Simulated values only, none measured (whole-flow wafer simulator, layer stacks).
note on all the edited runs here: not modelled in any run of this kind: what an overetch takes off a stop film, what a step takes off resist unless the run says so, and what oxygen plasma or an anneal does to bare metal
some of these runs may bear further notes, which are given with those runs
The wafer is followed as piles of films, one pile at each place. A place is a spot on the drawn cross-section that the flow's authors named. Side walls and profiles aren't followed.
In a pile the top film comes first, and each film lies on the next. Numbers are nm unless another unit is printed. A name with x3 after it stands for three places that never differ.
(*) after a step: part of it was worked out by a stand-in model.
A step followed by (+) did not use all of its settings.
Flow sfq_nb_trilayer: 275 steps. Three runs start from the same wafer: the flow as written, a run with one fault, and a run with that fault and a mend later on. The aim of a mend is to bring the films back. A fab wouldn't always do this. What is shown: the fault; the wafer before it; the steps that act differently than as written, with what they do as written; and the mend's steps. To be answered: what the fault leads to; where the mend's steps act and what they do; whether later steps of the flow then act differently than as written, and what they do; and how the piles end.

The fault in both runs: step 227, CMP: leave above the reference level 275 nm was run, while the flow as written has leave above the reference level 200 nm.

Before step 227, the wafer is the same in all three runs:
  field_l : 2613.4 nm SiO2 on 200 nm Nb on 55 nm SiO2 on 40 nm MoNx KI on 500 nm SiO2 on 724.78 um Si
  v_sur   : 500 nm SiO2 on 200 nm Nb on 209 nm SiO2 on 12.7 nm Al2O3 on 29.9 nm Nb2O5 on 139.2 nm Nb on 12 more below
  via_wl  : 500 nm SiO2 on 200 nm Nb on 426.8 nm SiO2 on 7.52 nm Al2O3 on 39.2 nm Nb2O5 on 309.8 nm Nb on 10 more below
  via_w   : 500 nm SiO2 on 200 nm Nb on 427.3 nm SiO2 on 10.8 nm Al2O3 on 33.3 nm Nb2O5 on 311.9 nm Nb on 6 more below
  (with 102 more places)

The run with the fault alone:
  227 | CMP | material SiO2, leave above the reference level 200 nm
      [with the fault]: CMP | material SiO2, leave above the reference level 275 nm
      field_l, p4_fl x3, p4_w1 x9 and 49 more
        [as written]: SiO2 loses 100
        [with the fault]: SiO2 loses 25
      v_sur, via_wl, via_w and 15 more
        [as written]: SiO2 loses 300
        [with the fault]: SiO2 loses 225
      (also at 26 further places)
  Steps further on in the flow that do not act as written (not shown: 4 more steps that differ only slightly, by at most 2% or 0.5 nm, whichever is larger):
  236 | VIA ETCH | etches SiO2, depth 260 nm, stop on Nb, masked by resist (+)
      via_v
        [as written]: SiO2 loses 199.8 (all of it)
        [with the fault]: SiO2 loses 260
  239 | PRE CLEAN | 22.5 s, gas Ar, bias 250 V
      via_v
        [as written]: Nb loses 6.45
        [with the fault]: SiO2 loses 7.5
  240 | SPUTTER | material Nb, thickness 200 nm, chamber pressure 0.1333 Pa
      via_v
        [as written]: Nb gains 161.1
        [with the fault]: Nb gains 146.9 (new film)
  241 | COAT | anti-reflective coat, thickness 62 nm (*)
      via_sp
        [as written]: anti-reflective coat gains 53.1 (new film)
        [with the fault]: anti-reflective coat gains 50 (new film)
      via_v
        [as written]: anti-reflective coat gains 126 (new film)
        [with the fault]: anti-reflective coat gains 129.5 (new film)
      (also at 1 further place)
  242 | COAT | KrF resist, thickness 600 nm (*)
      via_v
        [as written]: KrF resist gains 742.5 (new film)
        [with the fault]: KrF resist gains 801.5 (new film)
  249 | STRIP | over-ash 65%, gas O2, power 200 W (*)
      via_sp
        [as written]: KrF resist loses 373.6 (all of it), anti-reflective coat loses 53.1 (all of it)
        [with the fault]: KrF resist loses 369.5 (all of it), anti-reflective coat loses 50 (all of it)
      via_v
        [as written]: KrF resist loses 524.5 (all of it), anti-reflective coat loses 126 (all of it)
        [with the fault]: KrF resist loses 583.4 (all of it), anti-reflective coat loses 129.5 (all of it)
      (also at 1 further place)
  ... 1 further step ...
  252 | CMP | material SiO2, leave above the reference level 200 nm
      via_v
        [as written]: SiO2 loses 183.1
        [with the fault]: SiO2 loses 157.1
  The piles end different from the flow's at field_l, v_sur, via_wl and 103 more by more than 2% or 0.5 nm, whichever is larger.
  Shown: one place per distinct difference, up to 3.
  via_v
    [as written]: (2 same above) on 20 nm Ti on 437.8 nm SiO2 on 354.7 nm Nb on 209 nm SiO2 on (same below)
    [with the fault]: (2 same above) on 20 nm Ti on 513.3 nm SiO2 on 146.9 nm Nb on 7.34 nm SiO2 on 200 nm Nb on 209 nm SiO2 on (same below)
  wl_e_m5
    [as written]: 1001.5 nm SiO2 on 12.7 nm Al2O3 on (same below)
    [with the fault]: 1076.5 nm SiO2 on 12.7 nm Al2O3 on (same below)
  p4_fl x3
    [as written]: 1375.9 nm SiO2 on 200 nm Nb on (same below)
    [with the fault]: 1450.9 nm SiO2 on 200 nm Nb on (same below)

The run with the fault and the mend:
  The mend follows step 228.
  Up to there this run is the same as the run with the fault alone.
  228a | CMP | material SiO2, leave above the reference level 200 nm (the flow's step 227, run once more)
      field_l, v_sur, via_wl and 103 more
        SiO2 loses 75
  Later steps of the flow that are run all act as written at every place that is followed.
  At every place that both follow, the piles at the end match the flow's.
